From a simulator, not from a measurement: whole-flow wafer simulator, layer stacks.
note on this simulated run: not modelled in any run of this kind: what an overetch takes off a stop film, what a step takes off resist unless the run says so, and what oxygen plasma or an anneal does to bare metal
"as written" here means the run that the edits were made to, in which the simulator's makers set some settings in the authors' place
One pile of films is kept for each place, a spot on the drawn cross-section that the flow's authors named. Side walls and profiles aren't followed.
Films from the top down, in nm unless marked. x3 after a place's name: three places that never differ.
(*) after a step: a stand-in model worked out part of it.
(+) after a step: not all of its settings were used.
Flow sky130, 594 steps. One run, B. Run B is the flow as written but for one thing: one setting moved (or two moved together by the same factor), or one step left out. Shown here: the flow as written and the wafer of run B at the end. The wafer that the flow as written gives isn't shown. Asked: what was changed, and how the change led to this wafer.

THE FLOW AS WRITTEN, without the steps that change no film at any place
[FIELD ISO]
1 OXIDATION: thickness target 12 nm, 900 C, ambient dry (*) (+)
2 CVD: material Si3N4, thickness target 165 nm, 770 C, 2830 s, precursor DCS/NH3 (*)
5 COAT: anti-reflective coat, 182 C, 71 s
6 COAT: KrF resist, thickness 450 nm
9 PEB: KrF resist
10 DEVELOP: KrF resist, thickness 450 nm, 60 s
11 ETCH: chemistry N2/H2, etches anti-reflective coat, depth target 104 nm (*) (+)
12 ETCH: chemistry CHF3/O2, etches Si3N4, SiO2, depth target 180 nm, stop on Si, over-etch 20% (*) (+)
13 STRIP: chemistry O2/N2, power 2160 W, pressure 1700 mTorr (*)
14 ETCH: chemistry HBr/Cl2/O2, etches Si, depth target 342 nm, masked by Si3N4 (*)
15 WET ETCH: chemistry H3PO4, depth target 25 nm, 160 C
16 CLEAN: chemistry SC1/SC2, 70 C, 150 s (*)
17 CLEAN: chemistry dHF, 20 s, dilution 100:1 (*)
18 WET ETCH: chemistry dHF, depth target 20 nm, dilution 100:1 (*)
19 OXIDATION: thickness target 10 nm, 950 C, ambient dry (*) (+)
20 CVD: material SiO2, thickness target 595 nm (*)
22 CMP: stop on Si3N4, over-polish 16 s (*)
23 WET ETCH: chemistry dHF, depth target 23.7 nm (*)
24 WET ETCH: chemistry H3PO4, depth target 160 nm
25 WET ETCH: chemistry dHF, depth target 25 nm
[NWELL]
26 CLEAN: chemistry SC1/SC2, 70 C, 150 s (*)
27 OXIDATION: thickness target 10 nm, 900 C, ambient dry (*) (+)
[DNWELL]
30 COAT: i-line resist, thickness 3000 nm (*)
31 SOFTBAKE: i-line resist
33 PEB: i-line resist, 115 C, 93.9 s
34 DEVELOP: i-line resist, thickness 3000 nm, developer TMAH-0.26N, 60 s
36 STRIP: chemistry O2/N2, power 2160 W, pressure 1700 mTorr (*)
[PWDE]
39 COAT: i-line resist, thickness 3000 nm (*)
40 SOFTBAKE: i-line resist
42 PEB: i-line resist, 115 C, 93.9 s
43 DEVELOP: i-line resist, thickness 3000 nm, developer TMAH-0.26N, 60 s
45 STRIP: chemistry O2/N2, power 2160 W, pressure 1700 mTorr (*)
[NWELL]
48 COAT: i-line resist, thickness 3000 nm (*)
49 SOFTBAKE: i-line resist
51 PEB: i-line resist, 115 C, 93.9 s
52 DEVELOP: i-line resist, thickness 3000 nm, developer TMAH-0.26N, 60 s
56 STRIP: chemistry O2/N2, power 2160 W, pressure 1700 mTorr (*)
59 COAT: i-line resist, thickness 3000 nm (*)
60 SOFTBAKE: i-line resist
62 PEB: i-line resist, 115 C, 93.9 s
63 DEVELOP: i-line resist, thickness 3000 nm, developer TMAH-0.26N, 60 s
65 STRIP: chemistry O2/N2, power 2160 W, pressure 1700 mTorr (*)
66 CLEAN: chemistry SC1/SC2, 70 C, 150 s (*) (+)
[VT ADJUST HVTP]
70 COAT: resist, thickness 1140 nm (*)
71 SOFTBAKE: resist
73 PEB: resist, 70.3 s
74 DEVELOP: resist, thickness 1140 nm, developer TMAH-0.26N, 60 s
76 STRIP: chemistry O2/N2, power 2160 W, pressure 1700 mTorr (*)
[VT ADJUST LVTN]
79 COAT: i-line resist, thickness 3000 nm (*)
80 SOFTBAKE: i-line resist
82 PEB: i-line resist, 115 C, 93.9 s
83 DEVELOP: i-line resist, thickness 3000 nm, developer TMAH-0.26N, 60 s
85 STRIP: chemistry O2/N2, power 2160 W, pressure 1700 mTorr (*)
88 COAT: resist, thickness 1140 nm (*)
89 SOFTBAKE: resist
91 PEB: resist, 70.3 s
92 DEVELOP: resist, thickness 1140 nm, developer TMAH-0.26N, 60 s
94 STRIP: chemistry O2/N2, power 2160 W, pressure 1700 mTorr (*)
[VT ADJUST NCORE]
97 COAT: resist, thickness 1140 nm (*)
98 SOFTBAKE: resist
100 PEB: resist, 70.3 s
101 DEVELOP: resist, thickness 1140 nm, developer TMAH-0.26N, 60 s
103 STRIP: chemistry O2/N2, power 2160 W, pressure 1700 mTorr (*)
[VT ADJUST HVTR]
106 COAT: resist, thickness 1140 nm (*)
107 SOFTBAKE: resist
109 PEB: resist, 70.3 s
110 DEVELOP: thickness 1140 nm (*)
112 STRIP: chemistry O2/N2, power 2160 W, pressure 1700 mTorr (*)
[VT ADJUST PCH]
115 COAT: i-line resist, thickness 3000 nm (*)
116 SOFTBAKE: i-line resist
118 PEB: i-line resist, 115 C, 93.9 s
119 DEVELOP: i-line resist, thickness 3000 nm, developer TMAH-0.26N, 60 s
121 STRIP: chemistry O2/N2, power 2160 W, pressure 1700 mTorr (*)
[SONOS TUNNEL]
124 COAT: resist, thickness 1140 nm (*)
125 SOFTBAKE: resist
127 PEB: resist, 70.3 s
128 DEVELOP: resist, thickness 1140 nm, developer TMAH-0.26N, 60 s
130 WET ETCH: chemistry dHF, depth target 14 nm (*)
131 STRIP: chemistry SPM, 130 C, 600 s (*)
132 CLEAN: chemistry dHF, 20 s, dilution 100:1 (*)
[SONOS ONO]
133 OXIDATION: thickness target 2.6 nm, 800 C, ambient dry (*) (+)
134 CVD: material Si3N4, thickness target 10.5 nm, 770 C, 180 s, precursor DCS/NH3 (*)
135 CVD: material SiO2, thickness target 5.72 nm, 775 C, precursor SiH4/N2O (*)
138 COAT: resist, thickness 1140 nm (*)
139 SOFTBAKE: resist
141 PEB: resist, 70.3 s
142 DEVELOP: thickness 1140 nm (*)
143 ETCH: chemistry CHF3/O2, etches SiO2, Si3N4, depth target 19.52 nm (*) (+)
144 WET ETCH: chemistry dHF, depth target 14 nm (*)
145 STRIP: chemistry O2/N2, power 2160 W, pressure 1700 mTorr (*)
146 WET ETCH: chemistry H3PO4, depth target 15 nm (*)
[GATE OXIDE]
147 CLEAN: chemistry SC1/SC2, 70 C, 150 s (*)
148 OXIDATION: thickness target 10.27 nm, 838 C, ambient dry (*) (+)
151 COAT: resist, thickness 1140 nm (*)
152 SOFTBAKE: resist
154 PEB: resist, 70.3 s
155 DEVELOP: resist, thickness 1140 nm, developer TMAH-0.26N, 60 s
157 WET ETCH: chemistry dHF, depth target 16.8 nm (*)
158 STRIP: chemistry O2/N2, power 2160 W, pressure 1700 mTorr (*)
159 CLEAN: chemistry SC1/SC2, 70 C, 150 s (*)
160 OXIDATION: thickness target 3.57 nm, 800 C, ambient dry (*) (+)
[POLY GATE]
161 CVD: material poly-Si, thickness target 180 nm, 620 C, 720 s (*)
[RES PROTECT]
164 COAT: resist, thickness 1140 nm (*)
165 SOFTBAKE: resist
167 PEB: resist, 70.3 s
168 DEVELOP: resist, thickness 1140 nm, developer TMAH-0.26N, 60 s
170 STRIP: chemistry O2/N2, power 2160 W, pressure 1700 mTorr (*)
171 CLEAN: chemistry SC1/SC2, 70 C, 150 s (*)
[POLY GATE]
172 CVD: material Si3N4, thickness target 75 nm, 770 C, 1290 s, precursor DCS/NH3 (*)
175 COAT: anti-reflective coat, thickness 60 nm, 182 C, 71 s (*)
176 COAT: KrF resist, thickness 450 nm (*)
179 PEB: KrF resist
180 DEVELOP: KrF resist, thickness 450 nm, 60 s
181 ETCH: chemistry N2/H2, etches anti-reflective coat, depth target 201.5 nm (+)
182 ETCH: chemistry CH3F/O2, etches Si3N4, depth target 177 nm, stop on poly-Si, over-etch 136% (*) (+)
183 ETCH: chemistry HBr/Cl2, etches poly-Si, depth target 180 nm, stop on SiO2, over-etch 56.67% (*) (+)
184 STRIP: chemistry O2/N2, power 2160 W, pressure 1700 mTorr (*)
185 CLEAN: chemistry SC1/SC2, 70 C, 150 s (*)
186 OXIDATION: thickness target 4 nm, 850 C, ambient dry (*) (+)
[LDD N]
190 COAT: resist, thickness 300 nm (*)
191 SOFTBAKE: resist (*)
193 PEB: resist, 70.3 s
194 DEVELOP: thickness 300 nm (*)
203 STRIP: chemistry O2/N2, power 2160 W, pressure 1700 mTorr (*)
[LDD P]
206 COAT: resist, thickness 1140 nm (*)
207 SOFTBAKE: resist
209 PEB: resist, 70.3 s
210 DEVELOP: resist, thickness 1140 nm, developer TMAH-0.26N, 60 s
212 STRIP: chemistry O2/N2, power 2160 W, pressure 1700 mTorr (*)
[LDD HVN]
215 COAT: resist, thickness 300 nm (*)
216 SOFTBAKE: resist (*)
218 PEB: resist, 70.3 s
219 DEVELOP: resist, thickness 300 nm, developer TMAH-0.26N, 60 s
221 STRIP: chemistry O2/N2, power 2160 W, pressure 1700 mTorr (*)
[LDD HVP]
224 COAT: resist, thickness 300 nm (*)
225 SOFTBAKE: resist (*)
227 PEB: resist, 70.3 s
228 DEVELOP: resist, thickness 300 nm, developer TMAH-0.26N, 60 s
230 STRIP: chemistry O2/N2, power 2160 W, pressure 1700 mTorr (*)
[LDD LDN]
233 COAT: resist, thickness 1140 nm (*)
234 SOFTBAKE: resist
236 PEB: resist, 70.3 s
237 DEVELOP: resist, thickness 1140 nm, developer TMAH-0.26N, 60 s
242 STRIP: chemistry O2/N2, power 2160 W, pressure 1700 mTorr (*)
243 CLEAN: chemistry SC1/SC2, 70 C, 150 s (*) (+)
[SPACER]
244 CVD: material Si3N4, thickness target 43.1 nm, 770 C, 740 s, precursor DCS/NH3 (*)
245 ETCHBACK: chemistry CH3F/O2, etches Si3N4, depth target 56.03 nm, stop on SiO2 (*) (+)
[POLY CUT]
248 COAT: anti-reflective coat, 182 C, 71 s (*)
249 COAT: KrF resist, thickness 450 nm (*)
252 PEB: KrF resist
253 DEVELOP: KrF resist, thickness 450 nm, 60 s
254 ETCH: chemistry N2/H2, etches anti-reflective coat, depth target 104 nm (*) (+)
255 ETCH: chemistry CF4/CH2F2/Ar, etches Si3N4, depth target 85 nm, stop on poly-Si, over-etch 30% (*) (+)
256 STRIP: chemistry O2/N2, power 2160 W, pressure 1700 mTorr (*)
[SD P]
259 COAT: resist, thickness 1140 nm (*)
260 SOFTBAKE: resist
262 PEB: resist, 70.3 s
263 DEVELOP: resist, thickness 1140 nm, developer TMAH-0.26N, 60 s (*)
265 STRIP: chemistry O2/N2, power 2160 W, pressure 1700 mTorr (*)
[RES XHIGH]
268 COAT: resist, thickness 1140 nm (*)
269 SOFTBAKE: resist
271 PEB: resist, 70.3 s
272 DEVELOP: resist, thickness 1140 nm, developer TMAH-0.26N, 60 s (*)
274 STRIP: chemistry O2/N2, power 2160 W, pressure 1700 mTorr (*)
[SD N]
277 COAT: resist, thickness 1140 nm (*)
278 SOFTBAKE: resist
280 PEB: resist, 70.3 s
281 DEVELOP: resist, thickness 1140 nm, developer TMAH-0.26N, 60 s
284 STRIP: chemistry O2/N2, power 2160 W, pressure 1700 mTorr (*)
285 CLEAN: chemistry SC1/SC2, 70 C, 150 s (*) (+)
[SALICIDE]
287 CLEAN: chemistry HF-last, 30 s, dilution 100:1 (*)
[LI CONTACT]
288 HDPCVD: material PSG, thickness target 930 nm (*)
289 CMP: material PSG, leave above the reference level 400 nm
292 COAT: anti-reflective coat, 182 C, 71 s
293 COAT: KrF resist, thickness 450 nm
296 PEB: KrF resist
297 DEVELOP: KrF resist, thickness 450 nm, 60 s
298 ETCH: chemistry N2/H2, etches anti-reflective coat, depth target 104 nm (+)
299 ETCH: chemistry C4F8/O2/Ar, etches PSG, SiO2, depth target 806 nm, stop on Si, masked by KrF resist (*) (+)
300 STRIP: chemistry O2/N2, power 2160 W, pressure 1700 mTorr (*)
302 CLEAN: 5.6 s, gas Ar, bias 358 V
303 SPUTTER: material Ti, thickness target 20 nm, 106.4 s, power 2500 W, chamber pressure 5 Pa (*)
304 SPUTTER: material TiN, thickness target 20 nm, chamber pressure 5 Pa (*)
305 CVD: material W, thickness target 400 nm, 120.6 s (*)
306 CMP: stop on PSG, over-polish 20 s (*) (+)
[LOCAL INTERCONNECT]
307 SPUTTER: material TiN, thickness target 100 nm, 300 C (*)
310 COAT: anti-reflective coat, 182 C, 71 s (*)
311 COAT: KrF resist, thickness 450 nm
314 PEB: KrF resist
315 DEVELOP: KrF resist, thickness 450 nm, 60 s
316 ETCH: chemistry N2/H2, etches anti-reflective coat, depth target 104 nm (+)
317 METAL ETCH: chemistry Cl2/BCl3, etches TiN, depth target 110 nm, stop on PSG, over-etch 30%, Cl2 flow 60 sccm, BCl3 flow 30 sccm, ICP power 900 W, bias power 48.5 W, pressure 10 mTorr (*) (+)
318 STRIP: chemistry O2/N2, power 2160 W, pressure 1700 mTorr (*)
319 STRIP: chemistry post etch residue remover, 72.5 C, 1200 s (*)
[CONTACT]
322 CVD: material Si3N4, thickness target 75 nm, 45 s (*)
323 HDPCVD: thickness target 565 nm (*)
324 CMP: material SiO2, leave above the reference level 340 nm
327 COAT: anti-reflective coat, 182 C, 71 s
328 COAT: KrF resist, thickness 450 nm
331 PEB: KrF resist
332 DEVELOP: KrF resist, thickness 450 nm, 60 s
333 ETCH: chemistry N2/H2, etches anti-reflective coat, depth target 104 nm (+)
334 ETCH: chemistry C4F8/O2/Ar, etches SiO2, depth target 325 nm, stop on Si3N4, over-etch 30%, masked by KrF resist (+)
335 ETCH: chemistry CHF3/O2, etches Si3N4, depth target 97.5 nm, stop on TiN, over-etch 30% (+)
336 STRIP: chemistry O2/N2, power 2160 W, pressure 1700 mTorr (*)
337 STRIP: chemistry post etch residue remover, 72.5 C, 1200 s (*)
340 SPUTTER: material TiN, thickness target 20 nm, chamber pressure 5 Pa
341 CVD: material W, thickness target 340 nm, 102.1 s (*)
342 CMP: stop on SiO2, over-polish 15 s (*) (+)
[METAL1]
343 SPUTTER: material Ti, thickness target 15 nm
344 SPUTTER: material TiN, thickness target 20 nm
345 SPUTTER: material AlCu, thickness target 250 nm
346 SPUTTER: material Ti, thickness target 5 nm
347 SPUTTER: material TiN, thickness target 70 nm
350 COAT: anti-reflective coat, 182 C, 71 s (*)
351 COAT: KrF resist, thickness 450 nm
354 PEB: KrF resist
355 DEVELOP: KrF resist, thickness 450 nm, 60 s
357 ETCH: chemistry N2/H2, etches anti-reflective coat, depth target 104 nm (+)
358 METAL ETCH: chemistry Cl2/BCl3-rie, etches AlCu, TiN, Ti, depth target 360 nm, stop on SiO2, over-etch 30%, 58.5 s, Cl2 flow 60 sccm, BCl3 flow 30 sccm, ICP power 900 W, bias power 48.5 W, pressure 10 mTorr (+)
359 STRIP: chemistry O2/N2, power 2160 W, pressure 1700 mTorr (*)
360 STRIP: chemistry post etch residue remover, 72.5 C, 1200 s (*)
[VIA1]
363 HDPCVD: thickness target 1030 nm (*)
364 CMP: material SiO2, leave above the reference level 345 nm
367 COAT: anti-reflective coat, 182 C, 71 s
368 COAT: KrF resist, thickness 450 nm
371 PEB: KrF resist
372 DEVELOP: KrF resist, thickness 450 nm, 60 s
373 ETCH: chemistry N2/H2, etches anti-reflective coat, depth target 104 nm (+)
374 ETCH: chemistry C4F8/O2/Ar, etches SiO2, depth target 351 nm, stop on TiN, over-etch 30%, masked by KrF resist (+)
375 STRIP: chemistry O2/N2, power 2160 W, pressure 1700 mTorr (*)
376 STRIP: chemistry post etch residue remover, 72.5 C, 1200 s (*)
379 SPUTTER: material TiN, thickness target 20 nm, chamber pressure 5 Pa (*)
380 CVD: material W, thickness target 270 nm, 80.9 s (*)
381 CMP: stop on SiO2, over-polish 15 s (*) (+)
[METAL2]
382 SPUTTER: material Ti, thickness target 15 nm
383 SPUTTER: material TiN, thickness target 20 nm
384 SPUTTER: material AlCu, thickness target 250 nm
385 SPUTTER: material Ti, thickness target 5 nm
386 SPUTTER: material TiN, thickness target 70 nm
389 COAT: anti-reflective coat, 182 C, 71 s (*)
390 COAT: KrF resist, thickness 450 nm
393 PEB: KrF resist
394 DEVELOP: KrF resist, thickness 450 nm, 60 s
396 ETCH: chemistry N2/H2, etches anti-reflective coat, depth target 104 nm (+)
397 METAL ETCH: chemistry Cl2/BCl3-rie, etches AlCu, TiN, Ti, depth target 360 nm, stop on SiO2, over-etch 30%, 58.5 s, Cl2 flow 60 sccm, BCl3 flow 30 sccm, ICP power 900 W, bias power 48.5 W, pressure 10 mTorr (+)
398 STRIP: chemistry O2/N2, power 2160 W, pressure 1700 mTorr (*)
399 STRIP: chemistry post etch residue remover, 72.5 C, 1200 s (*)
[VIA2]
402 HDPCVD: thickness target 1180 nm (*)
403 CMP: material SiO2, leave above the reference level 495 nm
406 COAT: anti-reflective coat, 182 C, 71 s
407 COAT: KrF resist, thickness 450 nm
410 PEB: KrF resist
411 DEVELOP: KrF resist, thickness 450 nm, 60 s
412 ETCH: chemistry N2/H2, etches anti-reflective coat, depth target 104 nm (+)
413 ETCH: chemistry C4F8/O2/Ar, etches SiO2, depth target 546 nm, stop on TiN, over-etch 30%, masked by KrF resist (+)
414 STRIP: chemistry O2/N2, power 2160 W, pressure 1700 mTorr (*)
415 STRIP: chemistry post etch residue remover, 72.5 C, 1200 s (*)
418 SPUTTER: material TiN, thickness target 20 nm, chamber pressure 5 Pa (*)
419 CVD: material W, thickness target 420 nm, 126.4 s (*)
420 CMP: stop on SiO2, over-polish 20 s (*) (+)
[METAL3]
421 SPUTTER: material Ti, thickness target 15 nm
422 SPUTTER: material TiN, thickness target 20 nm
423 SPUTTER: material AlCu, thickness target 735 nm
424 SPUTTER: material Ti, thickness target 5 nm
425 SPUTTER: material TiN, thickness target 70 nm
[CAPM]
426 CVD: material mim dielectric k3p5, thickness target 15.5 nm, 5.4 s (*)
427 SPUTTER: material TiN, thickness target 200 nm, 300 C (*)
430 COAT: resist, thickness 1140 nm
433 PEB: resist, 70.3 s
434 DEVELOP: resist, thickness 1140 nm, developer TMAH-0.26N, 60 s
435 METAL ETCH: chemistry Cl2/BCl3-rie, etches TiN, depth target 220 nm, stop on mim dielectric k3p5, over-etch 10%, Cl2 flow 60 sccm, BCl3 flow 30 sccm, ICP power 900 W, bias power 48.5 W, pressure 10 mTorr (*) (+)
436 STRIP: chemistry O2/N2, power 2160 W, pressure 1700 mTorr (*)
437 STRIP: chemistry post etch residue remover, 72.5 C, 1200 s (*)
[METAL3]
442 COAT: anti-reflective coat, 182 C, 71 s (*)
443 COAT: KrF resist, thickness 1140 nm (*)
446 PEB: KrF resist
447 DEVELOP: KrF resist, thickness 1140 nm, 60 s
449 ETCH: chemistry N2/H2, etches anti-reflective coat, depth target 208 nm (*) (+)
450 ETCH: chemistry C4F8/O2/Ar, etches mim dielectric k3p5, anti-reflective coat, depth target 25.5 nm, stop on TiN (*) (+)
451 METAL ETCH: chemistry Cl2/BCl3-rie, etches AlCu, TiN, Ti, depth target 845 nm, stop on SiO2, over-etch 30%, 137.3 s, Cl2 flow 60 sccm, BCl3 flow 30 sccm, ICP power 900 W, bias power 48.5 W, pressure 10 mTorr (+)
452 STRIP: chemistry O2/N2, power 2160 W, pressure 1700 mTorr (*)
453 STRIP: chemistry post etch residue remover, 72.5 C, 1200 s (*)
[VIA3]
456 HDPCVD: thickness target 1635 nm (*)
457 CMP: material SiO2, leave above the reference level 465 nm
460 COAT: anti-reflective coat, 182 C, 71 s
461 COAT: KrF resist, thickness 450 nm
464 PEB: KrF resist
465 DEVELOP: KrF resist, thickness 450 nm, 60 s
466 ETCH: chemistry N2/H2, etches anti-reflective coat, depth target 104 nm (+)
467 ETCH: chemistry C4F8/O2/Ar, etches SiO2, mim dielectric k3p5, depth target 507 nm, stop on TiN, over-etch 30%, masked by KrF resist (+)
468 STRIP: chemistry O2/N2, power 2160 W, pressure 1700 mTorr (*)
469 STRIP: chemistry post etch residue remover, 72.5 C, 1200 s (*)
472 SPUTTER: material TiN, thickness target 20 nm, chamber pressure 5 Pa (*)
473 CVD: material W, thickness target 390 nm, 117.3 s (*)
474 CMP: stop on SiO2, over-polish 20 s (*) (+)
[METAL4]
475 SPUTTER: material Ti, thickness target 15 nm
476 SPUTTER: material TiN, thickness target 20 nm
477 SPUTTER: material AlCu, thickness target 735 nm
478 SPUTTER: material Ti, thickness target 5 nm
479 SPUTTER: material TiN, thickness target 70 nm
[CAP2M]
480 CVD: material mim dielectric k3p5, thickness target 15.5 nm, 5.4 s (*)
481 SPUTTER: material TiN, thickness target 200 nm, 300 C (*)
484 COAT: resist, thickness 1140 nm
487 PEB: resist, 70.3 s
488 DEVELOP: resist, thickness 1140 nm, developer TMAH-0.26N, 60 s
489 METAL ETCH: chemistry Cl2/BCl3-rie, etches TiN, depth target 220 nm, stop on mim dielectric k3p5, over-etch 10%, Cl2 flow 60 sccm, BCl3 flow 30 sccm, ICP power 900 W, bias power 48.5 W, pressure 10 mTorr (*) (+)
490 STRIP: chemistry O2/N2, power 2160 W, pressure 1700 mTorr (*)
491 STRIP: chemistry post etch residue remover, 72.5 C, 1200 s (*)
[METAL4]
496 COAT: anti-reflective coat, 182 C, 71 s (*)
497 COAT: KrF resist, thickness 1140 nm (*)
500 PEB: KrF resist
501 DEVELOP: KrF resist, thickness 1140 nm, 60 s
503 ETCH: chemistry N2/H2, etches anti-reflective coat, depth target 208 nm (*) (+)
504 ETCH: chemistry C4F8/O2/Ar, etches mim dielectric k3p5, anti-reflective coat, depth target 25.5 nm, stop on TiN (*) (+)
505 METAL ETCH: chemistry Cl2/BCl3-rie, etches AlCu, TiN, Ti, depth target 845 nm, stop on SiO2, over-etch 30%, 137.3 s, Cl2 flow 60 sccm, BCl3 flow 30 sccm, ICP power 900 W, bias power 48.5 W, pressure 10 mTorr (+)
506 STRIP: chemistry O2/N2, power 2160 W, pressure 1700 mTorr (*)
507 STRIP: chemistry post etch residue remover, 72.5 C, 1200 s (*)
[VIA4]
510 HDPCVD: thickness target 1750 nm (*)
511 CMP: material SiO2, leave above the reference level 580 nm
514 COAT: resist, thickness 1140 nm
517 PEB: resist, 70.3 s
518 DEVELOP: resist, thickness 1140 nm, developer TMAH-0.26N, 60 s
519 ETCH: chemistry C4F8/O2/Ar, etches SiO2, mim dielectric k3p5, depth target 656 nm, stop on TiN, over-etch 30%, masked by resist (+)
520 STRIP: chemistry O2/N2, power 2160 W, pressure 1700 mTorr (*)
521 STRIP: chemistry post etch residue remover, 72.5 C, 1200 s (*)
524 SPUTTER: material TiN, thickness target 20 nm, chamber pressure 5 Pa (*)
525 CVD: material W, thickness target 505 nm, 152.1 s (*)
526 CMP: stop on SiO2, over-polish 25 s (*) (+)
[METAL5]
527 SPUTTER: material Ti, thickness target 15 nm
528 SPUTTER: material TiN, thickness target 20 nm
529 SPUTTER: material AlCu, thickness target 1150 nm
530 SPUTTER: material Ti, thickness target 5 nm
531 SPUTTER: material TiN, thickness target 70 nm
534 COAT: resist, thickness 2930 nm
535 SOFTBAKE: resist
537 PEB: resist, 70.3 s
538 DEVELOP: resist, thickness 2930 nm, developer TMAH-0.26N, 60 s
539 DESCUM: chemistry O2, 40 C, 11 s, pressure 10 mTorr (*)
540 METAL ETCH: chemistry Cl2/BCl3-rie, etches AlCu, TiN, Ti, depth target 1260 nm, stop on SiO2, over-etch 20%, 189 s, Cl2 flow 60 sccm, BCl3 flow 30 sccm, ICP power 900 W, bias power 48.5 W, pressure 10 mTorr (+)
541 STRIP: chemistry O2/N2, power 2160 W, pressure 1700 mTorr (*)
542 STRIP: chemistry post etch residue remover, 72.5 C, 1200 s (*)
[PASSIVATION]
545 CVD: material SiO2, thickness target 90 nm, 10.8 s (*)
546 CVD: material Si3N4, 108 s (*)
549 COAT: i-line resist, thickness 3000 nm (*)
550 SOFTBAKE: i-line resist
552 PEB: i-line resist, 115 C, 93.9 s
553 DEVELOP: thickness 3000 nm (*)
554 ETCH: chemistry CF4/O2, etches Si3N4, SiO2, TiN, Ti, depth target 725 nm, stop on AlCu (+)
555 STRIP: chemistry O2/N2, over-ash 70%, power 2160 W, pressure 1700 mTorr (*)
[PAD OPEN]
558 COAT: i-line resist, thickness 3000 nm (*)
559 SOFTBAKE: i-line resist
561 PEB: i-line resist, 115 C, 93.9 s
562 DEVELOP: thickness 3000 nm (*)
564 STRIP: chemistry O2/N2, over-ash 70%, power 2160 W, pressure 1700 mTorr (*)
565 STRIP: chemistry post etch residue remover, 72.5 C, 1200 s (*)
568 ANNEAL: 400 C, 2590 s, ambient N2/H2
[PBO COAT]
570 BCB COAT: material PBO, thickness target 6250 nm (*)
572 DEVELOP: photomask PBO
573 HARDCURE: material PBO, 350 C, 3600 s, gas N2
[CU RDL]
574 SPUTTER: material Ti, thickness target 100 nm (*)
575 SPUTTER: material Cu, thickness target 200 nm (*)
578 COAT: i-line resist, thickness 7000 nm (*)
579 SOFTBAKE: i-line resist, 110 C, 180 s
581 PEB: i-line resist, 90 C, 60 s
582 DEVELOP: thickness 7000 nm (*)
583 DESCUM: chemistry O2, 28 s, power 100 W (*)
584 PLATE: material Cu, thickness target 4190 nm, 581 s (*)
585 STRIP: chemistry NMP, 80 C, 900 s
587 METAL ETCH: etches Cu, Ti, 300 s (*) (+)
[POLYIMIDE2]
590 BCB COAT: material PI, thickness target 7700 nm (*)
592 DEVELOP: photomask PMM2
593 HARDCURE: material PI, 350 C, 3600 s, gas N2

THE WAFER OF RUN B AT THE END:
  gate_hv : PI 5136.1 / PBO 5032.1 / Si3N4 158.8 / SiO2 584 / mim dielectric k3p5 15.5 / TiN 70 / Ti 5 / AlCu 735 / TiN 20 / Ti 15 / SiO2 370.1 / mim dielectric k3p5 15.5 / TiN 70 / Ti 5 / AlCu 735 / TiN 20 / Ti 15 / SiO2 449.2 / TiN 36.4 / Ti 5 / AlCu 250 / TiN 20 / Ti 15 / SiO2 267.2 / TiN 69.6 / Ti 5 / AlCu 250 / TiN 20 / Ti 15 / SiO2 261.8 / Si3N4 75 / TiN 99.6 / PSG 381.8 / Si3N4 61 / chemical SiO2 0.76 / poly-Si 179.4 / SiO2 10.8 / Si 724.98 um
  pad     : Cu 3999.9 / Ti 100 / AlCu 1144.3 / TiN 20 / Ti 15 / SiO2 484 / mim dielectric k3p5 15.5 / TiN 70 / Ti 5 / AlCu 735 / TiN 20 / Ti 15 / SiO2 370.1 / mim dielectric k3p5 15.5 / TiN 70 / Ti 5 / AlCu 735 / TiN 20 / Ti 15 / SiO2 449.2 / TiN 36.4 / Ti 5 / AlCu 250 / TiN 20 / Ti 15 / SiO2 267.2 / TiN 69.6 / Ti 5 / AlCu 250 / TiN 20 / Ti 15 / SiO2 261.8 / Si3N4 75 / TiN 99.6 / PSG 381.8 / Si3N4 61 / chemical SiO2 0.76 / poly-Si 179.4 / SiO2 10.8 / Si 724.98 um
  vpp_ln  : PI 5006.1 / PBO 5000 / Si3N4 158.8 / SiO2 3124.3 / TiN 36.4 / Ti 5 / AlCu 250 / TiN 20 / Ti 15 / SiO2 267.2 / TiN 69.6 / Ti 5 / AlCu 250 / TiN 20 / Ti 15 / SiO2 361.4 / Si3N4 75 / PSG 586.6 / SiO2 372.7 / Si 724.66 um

The cause: step 386, SPUTTER: thickness target 36.8 nm was run, where the flow has thickness target 70 nm.

How the change led to this, step by step:
  386 SPUTTER: material TiN, thickness target 70 nm
      field, active, n_well and 188 more: TiN +36.8 (new film) (as written it would be: TiN +70 (new film))
  397 METAL ETCH: chemistry Cl2/BCl3-rie, etches AlCu, TiN, Ti, depth target 360 nm, stop on SiO2, over-etch 30%, 58.5 s, Cl2 flow 60 sccm, BCl3 flow 30 sccm, ICP power 900 W, bias power 48.5 W, pressure 10 mTorr (+)
      field, active, gate and 82 more: TiN -35.5 (all of it), Ti -5 (all of it), AlCu -250 (all of it), TiN -20 (all of it), Ti -15 (all of it), SiO2 -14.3 (as written it would be: TiN -68.7 (all of it), Ti -5 (all of it), AlCu -250 (all of it), TiN -20 (all of it), Ti -15 (all of it), SiO2 -10.9)
  403 CMP: material SiO2, leave above the reference level 495 nm
      n_well, p_well, gate_hv and 101 more: SiO2 -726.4 (as written it would be: SiO2 -759.6)
      m1, via1_hole: SiO2 -725.9 (as written it would be: SiO2 -759.1)
  413 ETCH: chemistry C4F8/O2/Ar, etches SiO2, depth target 546 nm, stop on TiN, over-etch 30%, masked by KrF resist (+)
      m1: SiO2 -453.5 (all of it) (as written it would be: SiO2 -420.3 (all of it))
      via2_hole: SiO2 -453 (all of it) (as written it would be: SiO2 -419.8 (all of it))
  419 CVD: material W, thickness target 420 nm, 126.4 s (*)
      m1: W +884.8 (new film) (as written it would be: W +851.1 (new film))
      via2_hole: W +884.3 (new film) (as written it would be: W +850.7 (new film))
